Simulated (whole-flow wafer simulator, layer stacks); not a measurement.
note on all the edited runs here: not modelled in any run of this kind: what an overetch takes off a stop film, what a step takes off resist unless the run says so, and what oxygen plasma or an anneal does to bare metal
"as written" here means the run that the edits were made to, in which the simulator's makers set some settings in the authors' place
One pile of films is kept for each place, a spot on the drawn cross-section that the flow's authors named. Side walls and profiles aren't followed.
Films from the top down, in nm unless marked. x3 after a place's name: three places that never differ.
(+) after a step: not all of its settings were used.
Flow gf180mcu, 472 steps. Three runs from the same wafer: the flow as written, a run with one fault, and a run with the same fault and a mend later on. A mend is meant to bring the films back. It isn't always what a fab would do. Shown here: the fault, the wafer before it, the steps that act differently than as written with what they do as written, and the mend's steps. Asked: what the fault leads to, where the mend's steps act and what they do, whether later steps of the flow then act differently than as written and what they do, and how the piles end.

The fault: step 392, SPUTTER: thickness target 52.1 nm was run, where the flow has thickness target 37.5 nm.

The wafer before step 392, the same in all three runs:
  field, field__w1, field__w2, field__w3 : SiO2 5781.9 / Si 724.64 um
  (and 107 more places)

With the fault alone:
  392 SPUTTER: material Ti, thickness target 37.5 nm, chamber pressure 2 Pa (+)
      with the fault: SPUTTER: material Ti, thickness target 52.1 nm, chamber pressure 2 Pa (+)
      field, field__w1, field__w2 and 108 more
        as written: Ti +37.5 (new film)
        with the fault: Ti +52.1 (new film)
  Later steps of the flow that act differently than as written (1 more step differs only slightly, by at most 2% or 0.5 nm, whichever is larger, and isn't shown):
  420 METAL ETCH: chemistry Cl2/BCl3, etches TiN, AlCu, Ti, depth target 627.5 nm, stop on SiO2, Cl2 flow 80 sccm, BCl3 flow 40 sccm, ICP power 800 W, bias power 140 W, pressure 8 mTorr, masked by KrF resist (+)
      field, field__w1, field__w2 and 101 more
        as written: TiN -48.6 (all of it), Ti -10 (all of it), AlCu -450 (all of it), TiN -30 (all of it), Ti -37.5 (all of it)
        with the fault: TiN -48.6 (all of it), Ti -10 (all of it), AlCu -450 (all of it), TiN -30 (all of it), Ti -52.1 (all of it)
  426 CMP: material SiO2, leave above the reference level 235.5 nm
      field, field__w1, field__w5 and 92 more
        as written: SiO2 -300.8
        with the fault: SiO2 -286.2
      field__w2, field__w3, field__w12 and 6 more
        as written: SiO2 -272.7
        with the fault: SiO2 -257.4
  At the end the piles differ from the flow's by more than 2% or 0.5 nm, whichever is larger, at field__w4, field__w8, contact, m1, m1__w1, mim, mim_1p0, m1_nw.
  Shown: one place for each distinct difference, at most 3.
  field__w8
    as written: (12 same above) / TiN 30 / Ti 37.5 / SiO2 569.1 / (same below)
    with the fault: (12 same above) / TiN 30 / Ti 52.1 / SiO2 569.1 / (same below)
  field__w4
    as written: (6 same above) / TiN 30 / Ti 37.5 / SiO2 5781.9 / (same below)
    with the fault: (6 same above) / TiN 30 / Ti 52.1 / SiO2 5781.9 / (same below)
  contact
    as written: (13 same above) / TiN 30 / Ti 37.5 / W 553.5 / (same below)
    with the fault: (13 same above) / TiN 30 / Ti 52.1 / W 553.5 / (same below)

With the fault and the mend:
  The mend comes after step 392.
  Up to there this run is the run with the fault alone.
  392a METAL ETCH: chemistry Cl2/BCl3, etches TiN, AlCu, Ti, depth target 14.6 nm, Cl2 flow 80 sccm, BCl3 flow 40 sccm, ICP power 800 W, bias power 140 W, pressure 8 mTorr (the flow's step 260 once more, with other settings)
      field, field__w1, field__w2 and 108 more
        Ti -14.6
  No later step of the flow acts differently than as written at any place that is followed.
  At the end the piles are the same as the flow's at every place that both follow.
